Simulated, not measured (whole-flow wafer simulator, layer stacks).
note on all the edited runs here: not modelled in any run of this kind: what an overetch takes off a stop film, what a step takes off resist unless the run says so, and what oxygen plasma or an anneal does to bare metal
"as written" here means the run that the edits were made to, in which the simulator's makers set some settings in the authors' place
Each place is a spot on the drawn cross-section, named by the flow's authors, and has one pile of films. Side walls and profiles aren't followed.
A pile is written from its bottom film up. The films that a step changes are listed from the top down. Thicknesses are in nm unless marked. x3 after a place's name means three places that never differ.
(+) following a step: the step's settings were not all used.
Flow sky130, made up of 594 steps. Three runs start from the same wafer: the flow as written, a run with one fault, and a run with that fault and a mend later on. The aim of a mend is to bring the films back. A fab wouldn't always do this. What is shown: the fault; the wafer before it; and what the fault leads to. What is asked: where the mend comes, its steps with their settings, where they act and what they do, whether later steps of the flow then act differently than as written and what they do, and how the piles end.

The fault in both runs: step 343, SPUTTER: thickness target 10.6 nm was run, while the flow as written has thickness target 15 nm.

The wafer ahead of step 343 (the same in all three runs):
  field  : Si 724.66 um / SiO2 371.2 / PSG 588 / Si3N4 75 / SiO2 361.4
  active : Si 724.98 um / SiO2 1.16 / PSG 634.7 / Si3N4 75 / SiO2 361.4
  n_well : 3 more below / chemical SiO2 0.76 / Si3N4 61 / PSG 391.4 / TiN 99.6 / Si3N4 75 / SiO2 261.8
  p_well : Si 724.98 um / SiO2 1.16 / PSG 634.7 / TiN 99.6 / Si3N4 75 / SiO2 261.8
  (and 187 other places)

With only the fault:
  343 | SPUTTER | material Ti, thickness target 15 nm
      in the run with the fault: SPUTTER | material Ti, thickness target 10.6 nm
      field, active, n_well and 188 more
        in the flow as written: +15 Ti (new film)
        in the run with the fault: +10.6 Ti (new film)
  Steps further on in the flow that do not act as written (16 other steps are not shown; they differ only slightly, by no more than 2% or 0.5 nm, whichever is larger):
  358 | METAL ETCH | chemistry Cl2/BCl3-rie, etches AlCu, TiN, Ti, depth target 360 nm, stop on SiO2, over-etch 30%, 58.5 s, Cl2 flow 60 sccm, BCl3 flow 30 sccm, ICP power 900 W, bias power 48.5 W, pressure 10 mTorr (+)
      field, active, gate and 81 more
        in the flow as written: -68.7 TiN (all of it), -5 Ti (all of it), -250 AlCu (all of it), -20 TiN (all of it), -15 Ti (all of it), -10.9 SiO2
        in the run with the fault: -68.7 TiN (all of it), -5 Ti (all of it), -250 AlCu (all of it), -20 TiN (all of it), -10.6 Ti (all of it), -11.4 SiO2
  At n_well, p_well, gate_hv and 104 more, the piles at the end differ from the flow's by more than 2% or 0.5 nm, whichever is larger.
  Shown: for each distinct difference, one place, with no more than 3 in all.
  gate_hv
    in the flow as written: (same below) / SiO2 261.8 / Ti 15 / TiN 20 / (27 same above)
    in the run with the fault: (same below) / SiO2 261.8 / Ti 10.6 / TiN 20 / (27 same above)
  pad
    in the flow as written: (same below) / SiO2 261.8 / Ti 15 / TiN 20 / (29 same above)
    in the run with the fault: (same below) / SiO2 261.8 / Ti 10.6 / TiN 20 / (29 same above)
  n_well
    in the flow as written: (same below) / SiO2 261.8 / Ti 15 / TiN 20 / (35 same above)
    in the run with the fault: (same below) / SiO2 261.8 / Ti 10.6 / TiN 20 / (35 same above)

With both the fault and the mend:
  After step 343 comes the mend.
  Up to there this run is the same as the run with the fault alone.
  343a | SPUTTER | material Ti, thickness target 4.4 nm (the flow's step 343, run once more with other settings)
      field, active, n_well and 188 more
        +4.4 Ti
  Every later step of the flow that is run acts as written at every place that is followed.
  The piles end the same as the flow's at every place that both follow.
